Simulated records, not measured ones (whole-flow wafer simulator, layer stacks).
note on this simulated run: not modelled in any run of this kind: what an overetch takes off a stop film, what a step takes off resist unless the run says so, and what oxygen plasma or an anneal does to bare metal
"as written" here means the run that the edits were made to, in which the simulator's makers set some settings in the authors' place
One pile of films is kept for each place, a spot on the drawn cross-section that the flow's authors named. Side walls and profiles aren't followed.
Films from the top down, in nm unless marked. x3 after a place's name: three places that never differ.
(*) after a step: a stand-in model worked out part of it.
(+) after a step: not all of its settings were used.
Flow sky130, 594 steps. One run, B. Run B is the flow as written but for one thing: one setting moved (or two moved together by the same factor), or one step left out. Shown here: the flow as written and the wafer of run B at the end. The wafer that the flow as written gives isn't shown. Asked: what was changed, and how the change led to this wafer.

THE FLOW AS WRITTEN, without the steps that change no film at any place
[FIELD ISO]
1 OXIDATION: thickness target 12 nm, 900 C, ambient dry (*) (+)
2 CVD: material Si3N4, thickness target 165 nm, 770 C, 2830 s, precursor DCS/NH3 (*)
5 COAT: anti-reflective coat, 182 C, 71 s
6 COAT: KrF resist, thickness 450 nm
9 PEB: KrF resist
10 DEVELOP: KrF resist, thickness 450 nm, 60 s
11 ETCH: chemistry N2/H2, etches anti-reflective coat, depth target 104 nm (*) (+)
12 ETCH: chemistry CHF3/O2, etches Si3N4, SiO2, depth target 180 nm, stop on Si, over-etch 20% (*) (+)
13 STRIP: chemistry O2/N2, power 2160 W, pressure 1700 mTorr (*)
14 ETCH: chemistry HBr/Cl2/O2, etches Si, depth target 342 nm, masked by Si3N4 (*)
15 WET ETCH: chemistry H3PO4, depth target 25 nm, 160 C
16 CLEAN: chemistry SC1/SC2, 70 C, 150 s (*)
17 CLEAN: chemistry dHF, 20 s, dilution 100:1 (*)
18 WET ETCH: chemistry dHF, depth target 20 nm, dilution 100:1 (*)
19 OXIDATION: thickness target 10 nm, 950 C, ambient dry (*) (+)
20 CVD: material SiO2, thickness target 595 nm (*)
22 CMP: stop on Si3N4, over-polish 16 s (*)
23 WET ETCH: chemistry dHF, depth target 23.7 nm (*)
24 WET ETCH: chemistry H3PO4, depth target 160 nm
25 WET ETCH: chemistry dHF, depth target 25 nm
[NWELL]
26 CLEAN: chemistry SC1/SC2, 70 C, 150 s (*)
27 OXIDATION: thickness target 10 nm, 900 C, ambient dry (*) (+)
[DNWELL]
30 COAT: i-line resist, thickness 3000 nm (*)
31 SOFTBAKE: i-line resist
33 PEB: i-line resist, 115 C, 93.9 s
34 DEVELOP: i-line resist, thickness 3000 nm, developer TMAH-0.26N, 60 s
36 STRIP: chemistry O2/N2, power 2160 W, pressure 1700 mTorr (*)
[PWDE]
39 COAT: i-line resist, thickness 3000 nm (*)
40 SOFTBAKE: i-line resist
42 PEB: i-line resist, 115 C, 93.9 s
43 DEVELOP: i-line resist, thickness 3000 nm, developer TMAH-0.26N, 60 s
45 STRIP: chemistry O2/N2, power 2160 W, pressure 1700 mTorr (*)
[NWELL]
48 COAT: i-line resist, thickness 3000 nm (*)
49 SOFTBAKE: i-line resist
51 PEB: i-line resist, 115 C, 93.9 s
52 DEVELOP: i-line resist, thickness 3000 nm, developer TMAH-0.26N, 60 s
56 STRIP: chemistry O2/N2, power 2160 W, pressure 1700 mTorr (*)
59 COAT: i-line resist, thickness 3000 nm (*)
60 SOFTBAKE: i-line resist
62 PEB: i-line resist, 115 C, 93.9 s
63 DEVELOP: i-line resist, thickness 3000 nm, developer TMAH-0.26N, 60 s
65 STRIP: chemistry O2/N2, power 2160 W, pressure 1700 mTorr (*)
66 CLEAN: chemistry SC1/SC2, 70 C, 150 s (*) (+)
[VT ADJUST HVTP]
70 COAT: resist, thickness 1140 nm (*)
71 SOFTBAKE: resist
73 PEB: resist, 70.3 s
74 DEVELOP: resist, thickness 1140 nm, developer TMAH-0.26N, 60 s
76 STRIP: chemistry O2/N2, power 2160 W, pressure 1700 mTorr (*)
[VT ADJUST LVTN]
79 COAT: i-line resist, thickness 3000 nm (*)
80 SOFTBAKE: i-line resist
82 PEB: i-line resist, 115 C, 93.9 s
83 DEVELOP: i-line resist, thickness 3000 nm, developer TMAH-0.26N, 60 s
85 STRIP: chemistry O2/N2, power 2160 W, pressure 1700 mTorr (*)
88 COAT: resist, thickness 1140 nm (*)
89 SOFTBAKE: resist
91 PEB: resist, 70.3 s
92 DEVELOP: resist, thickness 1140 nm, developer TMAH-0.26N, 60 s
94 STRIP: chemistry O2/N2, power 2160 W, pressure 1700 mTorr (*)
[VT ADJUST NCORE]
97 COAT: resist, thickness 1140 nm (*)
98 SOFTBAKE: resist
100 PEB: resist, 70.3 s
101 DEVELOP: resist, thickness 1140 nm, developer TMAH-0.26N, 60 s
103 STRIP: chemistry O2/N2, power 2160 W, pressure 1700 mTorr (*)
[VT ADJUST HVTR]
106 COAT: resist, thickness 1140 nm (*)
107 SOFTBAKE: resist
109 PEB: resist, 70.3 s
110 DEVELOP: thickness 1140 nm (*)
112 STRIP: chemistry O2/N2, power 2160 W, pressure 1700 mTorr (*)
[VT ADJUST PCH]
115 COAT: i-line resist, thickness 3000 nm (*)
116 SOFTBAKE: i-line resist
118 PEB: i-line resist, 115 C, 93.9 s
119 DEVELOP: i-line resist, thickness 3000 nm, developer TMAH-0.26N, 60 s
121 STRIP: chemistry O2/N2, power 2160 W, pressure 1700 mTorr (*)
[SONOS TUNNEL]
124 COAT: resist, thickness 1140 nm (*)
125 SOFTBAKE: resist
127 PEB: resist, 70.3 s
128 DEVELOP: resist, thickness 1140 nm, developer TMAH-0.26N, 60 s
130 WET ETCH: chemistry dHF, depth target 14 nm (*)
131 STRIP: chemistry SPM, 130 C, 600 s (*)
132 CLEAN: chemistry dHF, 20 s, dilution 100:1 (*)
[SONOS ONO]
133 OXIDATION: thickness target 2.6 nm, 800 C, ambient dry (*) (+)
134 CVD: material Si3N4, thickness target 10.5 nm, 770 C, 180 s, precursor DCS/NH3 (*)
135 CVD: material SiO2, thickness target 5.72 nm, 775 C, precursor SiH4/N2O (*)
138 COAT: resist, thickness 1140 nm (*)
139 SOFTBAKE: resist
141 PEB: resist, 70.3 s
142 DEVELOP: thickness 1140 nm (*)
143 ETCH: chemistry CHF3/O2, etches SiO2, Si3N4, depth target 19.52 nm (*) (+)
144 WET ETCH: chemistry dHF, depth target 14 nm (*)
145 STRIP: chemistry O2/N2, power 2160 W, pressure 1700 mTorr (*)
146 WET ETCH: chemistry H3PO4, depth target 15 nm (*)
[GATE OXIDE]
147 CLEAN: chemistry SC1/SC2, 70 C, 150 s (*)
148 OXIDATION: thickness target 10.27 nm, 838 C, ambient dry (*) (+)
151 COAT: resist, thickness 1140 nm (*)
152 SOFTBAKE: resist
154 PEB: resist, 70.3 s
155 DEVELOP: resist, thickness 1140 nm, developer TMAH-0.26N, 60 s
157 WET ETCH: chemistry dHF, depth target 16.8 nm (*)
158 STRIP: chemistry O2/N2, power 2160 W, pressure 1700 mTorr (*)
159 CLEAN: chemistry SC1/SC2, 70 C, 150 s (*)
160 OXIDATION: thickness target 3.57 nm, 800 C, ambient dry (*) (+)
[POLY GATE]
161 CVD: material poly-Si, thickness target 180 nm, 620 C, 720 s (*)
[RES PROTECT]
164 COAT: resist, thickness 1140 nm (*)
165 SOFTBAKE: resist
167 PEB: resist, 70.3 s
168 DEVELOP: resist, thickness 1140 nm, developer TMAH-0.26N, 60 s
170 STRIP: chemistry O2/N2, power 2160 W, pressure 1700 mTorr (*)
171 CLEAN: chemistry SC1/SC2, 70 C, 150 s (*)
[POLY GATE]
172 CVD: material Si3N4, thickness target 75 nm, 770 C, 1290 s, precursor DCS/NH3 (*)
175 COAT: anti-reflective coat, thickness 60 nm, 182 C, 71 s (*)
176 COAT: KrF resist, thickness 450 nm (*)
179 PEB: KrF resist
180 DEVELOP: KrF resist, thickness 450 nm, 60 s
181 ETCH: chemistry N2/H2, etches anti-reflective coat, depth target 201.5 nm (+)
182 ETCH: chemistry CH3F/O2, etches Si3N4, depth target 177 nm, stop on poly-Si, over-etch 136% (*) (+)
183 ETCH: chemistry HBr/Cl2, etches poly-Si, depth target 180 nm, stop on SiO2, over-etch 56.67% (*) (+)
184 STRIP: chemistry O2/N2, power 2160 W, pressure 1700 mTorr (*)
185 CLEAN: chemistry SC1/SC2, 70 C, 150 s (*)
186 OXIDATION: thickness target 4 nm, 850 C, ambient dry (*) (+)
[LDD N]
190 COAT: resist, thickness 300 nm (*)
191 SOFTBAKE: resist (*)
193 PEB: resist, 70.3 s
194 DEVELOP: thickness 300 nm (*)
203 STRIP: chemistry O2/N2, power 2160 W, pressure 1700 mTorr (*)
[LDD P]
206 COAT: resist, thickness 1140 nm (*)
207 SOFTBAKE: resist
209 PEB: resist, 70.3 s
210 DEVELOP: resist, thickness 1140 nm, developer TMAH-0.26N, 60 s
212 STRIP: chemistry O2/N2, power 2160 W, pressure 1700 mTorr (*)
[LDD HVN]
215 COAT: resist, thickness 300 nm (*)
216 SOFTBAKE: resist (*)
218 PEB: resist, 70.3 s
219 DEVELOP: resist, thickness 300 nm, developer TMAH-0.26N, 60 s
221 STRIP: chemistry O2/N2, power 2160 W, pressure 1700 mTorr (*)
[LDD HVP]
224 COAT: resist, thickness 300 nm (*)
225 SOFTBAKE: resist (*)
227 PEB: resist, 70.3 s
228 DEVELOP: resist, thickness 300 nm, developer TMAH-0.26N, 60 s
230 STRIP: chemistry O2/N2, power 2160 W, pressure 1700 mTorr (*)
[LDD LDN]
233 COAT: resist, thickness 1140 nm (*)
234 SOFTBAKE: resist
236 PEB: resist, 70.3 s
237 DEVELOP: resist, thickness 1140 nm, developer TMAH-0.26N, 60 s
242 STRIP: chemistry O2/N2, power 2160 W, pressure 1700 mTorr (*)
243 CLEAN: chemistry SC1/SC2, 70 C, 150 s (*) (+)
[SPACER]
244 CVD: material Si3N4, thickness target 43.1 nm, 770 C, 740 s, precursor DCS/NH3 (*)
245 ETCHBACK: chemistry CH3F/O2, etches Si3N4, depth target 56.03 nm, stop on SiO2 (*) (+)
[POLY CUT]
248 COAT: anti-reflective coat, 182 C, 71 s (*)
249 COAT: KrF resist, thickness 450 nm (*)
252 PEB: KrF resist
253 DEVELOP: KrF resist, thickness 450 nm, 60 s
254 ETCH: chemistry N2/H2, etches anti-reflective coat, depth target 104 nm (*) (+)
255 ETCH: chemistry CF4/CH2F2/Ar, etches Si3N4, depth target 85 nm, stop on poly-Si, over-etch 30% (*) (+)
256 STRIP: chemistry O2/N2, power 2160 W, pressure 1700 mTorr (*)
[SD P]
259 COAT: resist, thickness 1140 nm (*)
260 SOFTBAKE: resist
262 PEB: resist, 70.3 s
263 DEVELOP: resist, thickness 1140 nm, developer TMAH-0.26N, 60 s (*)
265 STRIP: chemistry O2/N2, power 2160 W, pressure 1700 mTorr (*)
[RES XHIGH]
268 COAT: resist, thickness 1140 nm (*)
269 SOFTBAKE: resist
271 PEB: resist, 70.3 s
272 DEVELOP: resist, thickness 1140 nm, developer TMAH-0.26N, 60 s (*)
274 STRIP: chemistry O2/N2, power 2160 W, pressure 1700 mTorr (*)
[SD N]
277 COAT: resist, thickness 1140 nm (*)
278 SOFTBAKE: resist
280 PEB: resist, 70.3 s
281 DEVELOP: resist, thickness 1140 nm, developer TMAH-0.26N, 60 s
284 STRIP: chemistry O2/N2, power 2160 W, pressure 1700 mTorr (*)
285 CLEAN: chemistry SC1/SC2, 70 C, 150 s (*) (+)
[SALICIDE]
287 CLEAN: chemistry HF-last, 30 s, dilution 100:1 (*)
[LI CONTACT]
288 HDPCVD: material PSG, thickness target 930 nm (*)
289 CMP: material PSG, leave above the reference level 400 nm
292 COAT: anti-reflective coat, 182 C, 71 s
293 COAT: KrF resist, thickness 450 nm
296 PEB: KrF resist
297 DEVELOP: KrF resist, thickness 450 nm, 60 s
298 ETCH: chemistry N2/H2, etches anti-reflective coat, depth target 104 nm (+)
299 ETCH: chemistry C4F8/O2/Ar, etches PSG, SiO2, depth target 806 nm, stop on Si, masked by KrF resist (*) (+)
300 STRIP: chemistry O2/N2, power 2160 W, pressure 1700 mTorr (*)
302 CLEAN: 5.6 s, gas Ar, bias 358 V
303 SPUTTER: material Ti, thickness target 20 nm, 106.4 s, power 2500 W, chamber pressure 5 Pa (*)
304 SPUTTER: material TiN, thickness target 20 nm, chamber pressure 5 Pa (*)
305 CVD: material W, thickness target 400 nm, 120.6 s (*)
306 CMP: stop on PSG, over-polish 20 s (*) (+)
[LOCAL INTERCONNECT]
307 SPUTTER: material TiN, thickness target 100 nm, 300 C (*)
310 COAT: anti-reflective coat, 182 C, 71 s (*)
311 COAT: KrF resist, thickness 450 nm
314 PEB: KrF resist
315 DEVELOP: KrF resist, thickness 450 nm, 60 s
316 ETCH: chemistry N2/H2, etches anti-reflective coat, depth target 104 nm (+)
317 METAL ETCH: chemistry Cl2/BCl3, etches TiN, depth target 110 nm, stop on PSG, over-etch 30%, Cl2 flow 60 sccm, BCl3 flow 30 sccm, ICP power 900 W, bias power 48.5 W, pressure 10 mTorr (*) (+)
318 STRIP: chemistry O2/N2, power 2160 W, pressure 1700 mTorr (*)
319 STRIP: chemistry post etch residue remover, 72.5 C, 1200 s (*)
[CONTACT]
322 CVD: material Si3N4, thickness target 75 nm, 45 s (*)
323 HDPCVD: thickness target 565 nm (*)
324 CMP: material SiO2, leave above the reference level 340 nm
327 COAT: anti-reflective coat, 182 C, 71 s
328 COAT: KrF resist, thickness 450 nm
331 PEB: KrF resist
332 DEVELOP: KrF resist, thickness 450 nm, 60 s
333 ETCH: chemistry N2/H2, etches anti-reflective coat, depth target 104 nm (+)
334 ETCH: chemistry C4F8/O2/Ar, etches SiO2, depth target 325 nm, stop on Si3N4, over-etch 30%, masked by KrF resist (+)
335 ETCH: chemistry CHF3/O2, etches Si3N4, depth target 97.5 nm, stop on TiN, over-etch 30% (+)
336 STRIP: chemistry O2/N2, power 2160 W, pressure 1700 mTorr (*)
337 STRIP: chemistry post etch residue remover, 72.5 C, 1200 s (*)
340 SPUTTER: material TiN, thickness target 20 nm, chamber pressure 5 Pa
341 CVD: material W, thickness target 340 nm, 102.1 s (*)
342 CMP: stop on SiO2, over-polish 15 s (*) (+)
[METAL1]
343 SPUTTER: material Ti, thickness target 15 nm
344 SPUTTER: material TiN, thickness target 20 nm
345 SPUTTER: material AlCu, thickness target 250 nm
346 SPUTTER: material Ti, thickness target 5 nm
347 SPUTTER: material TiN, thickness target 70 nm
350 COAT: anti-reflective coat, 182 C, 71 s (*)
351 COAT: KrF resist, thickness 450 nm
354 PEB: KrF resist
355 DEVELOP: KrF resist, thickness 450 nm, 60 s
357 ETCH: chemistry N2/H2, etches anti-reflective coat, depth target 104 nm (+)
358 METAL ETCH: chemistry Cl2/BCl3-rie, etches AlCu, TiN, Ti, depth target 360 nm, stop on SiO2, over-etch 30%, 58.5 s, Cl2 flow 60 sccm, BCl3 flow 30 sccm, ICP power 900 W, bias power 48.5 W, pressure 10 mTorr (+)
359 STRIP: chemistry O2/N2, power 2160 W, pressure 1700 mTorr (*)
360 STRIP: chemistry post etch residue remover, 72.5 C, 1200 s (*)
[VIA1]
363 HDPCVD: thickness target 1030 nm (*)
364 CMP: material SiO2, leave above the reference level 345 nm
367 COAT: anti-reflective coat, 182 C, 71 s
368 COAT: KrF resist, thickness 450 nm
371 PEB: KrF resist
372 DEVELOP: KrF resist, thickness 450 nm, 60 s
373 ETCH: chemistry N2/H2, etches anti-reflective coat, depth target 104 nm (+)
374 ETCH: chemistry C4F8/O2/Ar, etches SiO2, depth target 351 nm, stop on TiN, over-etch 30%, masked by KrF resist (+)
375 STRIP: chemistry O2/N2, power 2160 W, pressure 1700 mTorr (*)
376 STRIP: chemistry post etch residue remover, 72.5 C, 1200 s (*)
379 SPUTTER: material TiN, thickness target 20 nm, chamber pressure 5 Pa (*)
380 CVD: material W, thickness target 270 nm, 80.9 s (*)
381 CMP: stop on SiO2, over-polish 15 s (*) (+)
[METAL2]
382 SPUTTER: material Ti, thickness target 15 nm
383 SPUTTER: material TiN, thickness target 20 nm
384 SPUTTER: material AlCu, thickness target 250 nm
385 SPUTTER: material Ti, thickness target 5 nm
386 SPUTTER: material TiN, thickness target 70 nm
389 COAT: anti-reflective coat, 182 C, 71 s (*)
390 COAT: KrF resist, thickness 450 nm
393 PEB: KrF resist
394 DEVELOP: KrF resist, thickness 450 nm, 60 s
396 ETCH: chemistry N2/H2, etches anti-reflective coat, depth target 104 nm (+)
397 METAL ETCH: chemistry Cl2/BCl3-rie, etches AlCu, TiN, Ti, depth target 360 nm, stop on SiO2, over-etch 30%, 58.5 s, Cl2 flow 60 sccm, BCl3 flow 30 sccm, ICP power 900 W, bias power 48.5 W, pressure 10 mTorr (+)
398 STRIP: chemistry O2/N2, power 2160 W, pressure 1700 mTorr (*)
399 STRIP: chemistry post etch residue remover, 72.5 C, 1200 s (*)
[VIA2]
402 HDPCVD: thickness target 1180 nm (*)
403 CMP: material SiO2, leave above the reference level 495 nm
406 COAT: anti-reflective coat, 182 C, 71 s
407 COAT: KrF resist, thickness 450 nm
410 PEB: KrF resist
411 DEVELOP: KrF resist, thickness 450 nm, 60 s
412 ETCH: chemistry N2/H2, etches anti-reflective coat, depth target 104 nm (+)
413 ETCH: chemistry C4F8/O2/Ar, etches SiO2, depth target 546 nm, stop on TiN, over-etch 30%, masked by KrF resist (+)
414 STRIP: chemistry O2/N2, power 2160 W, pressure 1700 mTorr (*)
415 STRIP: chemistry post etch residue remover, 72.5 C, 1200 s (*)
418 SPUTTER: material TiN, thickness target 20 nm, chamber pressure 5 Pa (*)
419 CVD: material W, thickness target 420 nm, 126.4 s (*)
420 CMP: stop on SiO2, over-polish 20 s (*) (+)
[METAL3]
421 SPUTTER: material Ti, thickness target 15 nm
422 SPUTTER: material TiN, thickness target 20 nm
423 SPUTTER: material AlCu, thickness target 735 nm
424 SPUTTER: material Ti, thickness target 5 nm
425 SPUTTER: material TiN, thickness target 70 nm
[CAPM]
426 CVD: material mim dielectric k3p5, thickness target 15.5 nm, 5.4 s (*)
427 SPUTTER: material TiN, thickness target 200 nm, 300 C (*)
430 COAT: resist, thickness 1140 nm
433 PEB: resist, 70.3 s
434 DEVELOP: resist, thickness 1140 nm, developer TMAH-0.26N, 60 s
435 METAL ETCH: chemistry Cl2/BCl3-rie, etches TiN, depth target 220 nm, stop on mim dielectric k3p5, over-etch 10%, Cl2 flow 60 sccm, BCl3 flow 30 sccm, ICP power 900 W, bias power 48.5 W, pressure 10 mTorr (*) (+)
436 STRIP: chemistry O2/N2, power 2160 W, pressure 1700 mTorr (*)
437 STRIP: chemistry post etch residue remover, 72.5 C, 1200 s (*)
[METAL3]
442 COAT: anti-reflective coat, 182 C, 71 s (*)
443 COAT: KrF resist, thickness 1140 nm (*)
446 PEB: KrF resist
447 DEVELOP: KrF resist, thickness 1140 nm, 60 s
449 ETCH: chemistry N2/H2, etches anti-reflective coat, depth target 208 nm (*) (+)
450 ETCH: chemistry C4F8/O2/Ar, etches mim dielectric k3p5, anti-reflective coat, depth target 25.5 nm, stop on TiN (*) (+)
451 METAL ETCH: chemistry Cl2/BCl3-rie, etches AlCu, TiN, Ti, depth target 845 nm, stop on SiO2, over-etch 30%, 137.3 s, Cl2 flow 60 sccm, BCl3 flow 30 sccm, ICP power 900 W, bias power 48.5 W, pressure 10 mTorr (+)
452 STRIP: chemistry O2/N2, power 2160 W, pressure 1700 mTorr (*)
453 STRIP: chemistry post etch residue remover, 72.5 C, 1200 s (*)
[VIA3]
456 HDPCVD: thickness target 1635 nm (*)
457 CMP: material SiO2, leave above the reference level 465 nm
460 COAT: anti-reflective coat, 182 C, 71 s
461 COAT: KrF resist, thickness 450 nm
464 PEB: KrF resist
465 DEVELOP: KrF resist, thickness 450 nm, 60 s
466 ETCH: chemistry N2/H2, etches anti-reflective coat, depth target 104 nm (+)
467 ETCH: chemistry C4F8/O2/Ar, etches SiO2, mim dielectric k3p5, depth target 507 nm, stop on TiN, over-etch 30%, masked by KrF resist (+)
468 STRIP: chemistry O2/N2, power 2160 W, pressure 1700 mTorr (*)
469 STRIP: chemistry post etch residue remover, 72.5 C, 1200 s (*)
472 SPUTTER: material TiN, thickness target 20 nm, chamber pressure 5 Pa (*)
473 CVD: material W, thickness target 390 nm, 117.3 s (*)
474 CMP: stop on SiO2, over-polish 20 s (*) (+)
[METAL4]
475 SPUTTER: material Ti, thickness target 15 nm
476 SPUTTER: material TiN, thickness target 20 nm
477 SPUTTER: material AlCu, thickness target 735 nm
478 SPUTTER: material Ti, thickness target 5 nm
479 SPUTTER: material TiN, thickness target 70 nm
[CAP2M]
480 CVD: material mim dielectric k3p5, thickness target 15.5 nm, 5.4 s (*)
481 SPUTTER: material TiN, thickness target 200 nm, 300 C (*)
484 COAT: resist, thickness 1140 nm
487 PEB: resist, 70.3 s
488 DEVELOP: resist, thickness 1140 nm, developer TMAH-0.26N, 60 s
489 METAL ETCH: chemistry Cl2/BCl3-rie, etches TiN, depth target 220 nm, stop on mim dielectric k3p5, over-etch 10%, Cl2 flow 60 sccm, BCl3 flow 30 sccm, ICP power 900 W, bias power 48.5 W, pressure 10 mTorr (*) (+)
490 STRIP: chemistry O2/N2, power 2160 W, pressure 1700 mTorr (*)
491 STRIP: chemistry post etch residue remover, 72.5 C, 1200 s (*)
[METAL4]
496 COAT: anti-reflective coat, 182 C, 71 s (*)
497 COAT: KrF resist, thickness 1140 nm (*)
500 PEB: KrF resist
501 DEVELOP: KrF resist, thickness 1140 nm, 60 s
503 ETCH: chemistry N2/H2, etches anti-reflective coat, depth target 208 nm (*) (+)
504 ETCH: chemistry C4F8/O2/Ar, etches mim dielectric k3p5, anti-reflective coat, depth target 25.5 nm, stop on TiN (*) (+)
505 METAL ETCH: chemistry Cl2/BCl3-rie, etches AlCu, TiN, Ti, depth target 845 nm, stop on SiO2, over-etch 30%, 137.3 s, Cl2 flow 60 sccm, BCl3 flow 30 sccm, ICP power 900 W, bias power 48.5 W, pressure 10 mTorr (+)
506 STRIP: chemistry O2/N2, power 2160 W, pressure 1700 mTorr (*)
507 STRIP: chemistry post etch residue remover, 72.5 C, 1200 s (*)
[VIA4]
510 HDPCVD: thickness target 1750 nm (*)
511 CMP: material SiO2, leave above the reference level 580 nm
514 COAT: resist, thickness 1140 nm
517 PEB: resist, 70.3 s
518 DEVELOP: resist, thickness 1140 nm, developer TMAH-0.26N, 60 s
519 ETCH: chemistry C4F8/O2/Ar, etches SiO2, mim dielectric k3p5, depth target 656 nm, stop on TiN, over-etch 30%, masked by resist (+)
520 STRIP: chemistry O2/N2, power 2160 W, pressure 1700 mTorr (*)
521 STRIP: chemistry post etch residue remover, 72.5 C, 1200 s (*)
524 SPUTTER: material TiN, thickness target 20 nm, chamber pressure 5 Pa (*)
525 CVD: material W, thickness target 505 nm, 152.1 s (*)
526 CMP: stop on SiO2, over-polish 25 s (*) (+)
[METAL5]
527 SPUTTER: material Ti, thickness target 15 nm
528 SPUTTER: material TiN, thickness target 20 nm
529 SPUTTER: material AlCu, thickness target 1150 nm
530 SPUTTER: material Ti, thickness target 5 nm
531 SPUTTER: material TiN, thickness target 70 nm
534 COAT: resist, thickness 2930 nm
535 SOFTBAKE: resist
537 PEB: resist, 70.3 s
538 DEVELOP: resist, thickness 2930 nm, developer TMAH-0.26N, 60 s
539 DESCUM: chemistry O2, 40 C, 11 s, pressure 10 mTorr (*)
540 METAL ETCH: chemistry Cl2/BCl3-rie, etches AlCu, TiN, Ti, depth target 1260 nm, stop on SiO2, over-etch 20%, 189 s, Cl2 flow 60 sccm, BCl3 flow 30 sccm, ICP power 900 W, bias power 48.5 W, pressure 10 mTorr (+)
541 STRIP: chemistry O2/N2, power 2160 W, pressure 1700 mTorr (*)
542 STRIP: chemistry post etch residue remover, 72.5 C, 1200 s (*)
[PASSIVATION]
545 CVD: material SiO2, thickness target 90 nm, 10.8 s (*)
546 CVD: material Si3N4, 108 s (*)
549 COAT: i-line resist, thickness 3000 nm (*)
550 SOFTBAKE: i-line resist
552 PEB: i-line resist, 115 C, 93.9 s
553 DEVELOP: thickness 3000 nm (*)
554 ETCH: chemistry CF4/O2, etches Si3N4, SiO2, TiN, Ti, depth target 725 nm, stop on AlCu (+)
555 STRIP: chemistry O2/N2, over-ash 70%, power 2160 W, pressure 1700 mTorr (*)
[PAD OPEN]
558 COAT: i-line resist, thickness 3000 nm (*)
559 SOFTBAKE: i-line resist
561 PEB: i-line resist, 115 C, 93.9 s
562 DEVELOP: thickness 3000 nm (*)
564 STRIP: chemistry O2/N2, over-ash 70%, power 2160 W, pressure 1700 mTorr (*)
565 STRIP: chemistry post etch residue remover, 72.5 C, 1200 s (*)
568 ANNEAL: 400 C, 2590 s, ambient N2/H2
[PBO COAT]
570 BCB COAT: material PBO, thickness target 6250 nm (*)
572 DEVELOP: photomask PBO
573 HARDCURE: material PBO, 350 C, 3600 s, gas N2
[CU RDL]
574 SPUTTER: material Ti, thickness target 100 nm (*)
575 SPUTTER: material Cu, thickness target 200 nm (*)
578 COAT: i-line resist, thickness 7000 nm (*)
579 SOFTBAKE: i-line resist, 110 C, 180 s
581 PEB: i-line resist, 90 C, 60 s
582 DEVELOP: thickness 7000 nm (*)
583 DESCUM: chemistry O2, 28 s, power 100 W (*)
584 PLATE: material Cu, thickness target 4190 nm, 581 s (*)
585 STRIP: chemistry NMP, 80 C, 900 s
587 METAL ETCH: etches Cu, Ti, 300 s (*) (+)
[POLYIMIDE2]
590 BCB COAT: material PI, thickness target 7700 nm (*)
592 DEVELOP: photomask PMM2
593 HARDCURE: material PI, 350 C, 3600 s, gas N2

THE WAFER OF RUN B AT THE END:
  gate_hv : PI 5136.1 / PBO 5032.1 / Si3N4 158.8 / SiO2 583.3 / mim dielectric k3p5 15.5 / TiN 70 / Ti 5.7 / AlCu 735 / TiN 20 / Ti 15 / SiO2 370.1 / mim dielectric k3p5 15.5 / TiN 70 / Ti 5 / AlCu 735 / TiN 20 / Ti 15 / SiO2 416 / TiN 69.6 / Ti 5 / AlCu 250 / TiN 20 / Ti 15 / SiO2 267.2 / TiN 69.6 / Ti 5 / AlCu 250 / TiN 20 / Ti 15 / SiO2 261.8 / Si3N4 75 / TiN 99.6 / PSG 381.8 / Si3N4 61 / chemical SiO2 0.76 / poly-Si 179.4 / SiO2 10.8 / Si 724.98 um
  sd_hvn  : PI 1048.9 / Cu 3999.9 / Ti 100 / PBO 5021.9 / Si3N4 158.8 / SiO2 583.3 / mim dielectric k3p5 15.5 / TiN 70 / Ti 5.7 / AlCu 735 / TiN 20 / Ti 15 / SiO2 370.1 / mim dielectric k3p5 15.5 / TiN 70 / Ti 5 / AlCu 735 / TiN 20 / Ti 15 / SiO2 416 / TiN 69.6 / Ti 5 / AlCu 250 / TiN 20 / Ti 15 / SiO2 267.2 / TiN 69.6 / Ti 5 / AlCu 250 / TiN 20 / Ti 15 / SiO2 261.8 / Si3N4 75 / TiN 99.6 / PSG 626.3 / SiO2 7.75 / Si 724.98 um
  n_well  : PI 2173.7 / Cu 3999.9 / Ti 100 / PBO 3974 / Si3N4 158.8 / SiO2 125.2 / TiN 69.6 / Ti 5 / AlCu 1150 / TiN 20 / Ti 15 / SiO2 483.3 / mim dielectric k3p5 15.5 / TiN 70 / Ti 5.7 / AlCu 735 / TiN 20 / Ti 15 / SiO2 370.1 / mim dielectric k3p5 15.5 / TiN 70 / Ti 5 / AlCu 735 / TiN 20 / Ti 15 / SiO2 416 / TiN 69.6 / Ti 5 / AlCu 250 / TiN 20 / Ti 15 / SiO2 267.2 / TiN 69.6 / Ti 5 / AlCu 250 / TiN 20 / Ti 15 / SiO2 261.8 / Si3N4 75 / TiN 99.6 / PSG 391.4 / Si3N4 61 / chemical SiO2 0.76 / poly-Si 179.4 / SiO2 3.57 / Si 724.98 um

The cause: step 478, SPUTTER: thickness target 5.7 nm was run, where the flow has thickness target 5 nm.
It can be read off the wafer: gate_hv has Ti 5.7, and step 478 as written asks for 5 nm.

How the change led to this, step by step:
  478 SPUTTER: material Ti, thickness target 5 nm
      field, active, n_well and 189 more: Ti +5.7 (new film) (as written it would be: Ti +5 (new film))
  505 METAL ETCH: chemistry Cl2/BCl3-rie, etches AlCu, TiN, Ti, depth target 845 nm, stop on SiO2, over-etch 30%, 137.3 s, Cl2 flow 60 sccm, BCl3 flow 30 sccm, ICP power 900 W, bias power 48.5 W, pressure 10 mTorr (+)
      field, gate, spacer and 68 more: TiN -70 (all of it), Ti -5.7 (all of it), AlCu -735 (all of it), TiN -20 (all of it), Ti -15 (all of it), SiO2 -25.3 (as written it would be: TiN -70 (all of it), Ti -5 (all of it), AlCu -735 (all of it), TiN -20 (all of it), Ti -15 (all of it), SiO2 -25.4)
      active, vpp_iso1, mim_edge_plate and 14 more: TiN -70 (all of it), Ti -5.7 (all of it), AlCu -735 (all of it), TiN -20 (all of it), Ti -15 (all of it), SiO2 -25.3 (as written it would be: TiN -70 (all of it), Ti -5 (all of it), AlCu -735 (all of it), TiN -20 (all of it), Ti -15 (all of it), SiO2 -25.3)
